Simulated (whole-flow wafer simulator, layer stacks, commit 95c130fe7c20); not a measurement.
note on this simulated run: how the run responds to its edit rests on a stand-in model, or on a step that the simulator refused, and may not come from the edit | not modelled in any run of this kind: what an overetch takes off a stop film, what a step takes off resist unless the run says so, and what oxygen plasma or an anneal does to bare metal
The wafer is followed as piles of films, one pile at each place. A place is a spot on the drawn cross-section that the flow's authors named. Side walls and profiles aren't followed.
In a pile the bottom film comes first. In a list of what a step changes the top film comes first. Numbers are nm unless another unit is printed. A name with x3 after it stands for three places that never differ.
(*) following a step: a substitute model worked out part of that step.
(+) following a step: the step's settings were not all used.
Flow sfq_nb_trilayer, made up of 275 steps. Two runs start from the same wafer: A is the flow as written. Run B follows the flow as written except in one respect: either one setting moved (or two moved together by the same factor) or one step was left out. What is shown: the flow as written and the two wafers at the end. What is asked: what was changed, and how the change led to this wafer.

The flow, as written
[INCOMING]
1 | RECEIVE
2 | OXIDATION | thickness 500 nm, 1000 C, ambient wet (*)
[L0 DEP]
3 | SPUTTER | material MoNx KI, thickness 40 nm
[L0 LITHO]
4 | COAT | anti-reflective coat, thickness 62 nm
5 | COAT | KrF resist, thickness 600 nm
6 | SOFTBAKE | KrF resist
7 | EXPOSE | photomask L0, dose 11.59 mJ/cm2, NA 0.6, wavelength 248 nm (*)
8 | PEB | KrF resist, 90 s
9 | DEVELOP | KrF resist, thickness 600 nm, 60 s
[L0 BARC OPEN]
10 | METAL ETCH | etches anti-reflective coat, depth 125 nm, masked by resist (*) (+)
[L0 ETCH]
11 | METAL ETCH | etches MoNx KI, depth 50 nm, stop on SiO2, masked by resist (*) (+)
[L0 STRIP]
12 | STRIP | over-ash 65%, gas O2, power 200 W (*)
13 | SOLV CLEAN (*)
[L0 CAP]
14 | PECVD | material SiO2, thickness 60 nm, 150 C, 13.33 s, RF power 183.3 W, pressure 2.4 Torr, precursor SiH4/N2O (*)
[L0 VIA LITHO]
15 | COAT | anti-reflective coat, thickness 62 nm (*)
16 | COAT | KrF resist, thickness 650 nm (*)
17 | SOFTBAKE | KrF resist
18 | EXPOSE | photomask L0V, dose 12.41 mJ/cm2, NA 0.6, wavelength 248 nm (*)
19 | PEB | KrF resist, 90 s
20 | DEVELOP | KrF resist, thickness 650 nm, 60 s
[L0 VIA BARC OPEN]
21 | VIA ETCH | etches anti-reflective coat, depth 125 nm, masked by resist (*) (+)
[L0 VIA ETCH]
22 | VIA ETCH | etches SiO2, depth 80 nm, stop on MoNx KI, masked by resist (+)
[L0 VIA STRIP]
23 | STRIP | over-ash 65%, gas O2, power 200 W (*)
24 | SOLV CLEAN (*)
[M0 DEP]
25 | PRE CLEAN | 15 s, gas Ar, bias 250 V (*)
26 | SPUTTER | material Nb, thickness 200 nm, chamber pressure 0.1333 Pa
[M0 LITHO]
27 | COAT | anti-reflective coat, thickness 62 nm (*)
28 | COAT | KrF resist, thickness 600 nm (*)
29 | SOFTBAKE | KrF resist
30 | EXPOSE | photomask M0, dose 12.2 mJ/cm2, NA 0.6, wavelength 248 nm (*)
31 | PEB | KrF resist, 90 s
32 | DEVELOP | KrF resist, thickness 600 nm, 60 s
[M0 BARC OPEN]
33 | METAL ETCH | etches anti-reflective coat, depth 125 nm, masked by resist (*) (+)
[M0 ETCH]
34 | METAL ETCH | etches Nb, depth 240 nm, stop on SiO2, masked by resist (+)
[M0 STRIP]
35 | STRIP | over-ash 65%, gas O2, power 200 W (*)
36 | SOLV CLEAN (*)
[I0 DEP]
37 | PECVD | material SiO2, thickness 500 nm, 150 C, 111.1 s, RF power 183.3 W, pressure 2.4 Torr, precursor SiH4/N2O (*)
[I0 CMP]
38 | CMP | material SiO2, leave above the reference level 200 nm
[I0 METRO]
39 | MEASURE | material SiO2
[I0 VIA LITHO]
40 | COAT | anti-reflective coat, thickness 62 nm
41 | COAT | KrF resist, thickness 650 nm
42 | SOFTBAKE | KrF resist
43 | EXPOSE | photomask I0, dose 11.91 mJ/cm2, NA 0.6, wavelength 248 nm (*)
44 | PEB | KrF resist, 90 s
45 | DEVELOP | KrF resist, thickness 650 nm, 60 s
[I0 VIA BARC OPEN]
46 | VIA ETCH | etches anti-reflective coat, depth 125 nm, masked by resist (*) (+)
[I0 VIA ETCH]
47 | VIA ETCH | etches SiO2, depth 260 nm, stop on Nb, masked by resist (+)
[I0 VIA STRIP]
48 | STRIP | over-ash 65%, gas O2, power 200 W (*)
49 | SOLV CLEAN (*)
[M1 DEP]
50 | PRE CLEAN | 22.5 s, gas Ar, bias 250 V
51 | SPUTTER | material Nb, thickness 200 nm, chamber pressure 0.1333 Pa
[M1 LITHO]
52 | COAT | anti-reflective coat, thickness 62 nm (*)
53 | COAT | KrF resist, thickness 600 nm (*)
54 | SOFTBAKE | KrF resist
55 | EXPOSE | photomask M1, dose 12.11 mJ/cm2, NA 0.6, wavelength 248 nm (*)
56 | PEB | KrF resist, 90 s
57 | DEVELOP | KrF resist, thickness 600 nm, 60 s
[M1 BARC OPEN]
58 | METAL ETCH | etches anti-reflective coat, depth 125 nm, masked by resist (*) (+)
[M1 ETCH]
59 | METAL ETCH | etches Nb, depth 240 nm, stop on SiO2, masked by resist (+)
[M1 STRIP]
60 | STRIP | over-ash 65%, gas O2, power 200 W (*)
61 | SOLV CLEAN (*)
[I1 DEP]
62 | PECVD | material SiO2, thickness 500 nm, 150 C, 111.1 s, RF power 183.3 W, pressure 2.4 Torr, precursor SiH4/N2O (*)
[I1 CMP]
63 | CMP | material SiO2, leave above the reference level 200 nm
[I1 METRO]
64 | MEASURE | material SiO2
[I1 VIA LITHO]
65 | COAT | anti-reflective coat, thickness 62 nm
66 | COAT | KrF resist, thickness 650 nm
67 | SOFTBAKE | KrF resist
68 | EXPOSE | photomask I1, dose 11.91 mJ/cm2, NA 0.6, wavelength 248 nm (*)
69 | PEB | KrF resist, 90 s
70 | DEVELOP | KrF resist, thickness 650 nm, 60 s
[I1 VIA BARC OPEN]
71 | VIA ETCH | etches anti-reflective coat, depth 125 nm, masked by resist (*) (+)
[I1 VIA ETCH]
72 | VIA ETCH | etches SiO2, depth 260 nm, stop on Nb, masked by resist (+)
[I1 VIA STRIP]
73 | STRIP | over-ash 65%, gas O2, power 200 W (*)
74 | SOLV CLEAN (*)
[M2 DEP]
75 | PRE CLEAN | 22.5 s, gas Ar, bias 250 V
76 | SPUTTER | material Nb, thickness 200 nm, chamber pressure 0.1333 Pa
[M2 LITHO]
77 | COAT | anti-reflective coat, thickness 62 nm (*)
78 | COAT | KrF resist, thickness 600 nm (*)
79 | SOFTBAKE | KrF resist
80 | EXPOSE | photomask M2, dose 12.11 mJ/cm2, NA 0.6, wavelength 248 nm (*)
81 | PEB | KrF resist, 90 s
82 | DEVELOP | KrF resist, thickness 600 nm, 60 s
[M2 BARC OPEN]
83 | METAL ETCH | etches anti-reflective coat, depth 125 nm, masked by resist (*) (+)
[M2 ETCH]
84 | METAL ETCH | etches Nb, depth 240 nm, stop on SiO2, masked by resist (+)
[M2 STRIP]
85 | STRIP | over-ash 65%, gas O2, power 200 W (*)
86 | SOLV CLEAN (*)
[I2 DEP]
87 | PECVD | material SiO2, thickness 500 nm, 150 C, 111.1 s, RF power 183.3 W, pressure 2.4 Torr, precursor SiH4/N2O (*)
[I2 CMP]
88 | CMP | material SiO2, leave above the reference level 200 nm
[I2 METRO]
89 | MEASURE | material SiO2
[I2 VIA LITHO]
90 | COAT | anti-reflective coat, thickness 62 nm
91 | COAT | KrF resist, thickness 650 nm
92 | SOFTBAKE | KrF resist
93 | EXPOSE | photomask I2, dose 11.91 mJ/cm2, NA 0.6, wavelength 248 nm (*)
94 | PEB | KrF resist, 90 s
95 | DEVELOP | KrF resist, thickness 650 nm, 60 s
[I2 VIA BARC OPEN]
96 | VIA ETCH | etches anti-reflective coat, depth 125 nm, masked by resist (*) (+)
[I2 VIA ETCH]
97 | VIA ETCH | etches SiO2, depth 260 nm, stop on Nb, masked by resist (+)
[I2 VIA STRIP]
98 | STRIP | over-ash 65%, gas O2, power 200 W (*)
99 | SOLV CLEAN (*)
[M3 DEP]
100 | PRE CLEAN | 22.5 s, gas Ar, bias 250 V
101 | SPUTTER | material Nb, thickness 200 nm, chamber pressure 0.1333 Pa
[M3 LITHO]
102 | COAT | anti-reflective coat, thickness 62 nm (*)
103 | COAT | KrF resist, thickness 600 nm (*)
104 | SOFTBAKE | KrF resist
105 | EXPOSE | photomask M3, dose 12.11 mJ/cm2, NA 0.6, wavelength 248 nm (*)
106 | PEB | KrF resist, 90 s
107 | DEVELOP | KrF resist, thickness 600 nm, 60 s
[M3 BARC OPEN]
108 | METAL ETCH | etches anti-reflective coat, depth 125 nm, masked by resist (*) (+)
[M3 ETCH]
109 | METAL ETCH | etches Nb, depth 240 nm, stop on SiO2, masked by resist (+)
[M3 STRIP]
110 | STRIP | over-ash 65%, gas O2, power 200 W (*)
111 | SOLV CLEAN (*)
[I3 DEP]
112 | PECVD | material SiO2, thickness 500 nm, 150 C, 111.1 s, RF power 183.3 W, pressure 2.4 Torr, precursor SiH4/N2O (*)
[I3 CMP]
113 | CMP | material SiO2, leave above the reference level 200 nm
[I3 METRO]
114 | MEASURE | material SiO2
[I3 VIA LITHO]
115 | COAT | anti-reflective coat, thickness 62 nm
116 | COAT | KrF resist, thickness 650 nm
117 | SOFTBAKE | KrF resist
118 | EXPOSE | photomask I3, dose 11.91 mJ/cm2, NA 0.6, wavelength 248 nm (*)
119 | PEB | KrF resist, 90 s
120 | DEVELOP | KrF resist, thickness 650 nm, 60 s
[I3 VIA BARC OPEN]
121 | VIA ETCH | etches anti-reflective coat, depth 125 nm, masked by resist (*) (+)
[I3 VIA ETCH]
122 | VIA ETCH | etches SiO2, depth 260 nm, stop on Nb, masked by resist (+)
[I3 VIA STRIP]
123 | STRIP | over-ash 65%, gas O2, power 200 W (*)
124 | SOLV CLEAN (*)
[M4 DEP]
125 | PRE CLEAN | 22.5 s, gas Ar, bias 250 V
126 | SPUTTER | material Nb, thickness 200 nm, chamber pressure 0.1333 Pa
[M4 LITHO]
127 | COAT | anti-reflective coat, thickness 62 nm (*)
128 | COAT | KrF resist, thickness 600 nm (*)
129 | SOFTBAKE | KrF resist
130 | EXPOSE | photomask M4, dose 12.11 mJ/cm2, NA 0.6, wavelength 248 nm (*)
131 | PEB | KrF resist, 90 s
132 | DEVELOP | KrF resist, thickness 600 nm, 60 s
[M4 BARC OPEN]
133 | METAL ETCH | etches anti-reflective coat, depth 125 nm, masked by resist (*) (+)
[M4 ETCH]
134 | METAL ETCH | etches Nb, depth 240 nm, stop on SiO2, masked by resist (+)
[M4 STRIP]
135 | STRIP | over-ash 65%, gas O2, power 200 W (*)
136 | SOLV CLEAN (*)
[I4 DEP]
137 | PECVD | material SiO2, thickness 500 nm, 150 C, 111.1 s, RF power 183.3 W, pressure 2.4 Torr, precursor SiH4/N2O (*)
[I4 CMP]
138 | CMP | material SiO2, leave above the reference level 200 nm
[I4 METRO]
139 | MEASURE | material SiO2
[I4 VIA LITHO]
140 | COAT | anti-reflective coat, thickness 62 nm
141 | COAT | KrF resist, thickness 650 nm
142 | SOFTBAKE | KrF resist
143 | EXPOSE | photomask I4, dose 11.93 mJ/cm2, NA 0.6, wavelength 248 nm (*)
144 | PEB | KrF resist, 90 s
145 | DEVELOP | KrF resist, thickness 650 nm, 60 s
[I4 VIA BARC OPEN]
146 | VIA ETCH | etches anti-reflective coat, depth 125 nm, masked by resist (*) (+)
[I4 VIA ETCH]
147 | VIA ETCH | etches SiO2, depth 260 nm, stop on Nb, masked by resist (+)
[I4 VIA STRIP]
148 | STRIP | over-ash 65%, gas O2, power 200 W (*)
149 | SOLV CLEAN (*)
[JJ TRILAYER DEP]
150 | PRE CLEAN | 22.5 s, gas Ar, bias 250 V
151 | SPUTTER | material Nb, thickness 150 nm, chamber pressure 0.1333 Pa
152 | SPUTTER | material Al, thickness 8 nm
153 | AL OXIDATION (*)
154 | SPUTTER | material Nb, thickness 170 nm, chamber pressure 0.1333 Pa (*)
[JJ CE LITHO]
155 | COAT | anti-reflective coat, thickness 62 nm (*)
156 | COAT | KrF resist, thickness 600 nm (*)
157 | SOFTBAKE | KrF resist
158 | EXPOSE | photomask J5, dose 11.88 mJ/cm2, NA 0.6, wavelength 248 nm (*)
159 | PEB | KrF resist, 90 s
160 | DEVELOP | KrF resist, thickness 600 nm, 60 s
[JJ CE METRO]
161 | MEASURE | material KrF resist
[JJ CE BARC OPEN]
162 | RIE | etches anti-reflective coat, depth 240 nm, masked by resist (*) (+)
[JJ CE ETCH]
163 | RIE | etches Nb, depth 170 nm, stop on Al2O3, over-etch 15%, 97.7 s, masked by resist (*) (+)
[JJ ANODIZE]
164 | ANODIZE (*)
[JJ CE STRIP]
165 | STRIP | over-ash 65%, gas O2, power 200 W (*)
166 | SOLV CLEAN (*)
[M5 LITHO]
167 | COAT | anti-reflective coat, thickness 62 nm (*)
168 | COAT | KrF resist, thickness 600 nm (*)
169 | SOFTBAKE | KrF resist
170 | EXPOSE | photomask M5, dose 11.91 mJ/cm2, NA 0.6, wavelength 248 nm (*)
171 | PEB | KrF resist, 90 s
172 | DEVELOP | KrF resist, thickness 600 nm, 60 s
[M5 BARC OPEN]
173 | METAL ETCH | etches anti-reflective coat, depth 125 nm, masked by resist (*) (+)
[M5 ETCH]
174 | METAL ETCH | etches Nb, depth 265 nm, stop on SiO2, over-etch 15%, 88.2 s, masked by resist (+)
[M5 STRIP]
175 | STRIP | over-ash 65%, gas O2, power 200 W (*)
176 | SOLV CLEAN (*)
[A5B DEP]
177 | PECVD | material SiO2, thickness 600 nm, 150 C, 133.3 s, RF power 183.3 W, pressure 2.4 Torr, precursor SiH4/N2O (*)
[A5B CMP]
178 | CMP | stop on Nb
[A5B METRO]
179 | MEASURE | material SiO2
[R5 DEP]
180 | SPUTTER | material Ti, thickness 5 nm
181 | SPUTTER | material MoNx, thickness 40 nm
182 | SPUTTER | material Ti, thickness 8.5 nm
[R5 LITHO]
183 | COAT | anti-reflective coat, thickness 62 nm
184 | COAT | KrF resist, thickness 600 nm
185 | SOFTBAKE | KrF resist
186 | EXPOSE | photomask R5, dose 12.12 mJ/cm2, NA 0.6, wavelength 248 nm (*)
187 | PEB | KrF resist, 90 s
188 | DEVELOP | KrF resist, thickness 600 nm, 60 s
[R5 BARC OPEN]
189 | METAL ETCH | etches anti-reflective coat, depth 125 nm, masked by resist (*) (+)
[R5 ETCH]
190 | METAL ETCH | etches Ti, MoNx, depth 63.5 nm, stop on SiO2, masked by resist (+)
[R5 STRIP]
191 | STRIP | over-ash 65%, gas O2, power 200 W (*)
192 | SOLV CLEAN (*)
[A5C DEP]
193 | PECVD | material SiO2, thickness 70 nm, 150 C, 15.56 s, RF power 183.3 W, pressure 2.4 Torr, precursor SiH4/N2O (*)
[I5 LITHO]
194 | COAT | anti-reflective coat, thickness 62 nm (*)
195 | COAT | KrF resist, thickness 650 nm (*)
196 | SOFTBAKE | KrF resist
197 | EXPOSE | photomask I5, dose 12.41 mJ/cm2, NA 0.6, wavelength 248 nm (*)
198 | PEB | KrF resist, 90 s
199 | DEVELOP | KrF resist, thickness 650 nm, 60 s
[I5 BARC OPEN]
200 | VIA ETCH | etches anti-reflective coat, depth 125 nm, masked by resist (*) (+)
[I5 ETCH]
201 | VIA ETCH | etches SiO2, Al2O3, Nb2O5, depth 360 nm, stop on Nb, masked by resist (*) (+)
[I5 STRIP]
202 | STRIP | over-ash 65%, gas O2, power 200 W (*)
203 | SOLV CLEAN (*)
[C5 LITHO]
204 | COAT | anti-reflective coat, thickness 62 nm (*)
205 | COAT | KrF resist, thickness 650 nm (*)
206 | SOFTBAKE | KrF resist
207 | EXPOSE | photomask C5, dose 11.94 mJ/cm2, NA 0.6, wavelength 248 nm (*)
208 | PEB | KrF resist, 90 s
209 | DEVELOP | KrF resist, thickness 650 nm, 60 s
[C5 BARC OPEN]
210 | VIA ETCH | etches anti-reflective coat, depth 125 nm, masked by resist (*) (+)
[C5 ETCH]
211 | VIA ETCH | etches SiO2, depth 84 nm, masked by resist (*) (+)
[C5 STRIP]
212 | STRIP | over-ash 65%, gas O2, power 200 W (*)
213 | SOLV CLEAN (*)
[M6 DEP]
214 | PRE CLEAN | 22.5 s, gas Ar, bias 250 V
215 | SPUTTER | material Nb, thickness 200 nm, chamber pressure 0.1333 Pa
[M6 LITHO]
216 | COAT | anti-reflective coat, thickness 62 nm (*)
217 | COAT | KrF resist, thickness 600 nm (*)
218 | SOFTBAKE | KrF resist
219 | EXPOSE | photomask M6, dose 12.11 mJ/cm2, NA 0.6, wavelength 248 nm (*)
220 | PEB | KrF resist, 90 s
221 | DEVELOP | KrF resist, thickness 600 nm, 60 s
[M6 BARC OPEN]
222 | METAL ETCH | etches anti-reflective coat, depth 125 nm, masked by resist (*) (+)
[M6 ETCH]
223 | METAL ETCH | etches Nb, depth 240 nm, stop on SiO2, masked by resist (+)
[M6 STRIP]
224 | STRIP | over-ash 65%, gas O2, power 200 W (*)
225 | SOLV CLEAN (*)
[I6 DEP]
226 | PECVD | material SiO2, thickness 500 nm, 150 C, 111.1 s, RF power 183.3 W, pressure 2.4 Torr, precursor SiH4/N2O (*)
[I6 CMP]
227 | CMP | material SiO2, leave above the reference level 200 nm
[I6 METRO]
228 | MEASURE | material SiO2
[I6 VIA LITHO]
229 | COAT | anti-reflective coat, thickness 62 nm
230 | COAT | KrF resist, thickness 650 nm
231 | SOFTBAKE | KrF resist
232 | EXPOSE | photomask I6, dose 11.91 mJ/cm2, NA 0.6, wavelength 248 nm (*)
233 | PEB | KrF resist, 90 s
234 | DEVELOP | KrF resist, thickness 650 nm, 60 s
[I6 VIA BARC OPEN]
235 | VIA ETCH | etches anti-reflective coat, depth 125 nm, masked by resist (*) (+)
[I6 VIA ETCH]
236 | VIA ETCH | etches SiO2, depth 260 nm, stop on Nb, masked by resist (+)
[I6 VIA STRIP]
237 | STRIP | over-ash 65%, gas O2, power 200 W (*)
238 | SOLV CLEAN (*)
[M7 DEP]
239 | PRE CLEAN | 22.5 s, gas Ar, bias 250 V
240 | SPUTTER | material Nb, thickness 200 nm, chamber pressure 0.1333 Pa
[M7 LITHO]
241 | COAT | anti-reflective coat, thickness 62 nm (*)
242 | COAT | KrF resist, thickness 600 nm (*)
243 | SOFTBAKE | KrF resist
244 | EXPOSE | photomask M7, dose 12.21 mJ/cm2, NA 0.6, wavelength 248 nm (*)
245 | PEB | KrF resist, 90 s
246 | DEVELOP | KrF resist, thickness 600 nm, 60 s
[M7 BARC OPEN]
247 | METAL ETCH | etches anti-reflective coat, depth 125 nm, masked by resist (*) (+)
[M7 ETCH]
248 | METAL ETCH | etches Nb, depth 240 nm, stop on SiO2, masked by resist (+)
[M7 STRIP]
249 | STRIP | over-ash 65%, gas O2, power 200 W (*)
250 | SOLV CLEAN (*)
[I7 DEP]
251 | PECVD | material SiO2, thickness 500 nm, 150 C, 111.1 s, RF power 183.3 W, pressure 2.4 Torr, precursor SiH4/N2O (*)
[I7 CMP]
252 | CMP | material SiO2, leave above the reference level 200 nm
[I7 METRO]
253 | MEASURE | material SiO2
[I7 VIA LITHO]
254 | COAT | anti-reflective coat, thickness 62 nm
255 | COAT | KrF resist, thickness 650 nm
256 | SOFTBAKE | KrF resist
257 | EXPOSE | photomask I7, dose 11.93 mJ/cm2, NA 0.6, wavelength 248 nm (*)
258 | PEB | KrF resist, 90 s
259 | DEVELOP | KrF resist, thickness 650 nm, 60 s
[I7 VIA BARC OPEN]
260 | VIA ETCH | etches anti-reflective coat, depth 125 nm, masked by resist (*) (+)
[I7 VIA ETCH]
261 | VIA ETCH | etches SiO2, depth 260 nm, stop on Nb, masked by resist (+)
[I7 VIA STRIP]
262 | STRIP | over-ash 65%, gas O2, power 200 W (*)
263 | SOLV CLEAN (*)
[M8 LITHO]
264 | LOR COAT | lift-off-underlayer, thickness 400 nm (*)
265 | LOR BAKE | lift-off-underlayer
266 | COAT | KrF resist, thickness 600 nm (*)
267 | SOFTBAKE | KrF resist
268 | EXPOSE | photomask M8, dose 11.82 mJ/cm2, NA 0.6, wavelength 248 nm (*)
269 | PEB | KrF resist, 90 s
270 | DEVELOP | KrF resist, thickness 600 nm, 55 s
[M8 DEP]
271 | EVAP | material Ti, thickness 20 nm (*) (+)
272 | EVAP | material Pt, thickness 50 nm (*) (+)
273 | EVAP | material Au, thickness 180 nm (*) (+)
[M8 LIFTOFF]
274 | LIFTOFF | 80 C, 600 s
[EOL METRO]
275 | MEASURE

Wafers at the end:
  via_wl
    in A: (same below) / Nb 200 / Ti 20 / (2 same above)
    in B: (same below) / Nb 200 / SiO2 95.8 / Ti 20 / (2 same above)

Cause: step 261, VIA ETCH: depth 104 nm was run, whereas the flow has depth 260 nm.

The path from the change to this, step by step:
  261 | VIA ETCH | etches SiO2, depth 260 nm, stop on Nb, masked by resist (+)
      via_wl, via_w, via_wr: A SiO2 loses 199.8 (all of it) | B SiO2 loses 104
      field_l, v_sur, via_sp and 100 more: A KrF resist loses 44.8 | B KrF resist loses 17.9
  262 | STRIP | over-ash 65%, gas O2, power 200 W (*)
      field_l, v_sur, via_sp and 100 more: A KrF resist loses 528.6 (all of it), anti-reflective coat loses 62 (all of it) | B KrF resist loses 555.5 (all of it), anti-reflective coat loses 62 (all of it)
  264 | LOR COAT | lift-off-underlayer, thickness 400 nm (*)
      via_wl, via_wr: A lift-off-underlayer gains 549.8 (new film) | B lift-off-underlayer gains 478 (new film)
      v_sur: A lift-off-underlayer gains 369.4 (new film) | B lift-off-underlayer gains 384.1 (new film)
      (also at 2 further places)
  266 | COAT | KrF resist, thickness 600 nm (*)
      via_w: A KrF resist gains 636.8 (new film) | B KrF resist gains 619.2 (new film)
  270 | DEVELOP | KrF resist, thickness 600 nm, 55 s
      v_sur: A KrF resist loses 607.3 (all of it), lift-off-underlayer loses 369.4 (all of it) | B KrF resist loses 603.2 (all of it), lift-off-underlayer loses 384.1 (all of it)
      via_wl: A KrF resist loses 623.9 (all of it), lift-off-underlayer loses 549.8 (all of it) | B KrF resist loses 611.8 (all of it), lift-off-underlayer loses 478 (all of it)
      (also at 3 further places)
With metal films that touch counted as one body, via_wl has 8 bodies (between them, from the top down: SiO2 95.8; SiO2 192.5; SiO2 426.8 / Al2O3 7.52 / Nb2O5 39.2; SiO2 192.5; SiO2 192.5; SiO2 192.5; SiO2 192.5); the flow as written gives 7 bodies (between them, from the top down: SiO2 192.5; SiO2 426.8 / Al2O3 7.52 / Nb2O5 39.2; SiO2 192.5; SiO2 192.5; SiO2 192.5; SiO2 192.5).
